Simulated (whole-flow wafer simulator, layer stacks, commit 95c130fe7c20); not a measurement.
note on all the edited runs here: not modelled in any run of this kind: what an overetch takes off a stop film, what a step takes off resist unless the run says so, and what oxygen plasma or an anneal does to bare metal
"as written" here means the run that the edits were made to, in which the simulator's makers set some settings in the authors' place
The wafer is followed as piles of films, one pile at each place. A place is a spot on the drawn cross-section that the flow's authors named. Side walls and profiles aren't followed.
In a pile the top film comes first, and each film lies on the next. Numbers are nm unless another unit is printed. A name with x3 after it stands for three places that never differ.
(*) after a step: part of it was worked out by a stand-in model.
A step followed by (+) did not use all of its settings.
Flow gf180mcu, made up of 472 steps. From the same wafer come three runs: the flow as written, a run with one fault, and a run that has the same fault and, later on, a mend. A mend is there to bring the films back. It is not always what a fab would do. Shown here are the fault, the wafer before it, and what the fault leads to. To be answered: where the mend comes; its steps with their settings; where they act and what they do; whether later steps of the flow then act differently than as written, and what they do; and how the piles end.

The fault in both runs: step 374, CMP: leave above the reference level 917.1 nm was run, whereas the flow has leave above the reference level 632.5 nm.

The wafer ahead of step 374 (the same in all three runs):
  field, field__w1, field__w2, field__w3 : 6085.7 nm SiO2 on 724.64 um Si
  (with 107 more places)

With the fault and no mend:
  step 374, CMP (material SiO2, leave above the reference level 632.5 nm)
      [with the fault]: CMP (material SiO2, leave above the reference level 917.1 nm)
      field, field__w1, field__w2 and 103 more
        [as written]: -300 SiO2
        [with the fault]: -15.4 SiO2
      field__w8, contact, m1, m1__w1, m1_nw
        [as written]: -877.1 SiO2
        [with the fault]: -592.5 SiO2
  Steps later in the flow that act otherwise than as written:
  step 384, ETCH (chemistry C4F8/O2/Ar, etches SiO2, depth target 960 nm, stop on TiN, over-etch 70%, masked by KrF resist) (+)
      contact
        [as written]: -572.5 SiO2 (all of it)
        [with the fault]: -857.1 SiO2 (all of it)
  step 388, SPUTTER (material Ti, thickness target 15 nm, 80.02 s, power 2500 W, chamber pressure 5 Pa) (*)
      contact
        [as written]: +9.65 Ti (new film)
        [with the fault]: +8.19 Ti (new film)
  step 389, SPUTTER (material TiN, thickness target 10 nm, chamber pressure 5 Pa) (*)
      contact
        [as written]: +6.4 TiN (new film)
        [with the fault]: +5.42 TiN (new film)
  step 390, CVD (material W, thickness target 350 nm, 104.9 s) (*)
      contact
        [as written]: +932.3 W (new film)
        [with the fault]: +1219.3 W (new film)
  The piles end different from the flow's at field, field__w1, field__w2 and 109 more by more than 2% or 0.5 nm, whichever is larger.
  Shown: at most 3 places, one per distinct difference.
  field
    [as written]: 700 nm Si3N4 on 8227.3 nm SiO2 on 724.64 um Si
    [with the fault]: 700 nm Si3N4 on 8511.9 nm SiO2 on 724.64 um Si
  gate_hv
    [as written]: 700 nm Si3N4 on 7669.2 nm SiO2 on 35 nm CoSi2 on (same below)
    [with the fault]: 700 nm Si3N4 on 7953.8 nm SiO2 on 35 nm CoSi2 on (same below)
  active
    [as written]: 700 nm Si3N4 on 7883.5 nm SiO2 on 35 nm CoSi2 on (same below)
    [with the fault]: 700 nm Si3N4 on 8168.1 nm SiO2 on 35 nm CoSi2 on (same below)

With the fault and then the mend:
  The mend follows step 374.
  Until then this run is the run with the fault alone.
  step 374a, CMP (material SiO2, leave above the reference level 632.5 nm) (a further turn of the flow's step 374)
      field, field__w1, field__w2 and 108 more
        -284.6 SiO2
  None of the later steps of the flow acts differently than as written at any place that is followed.
  At every place that both follow, the piles at the end match the flow's.
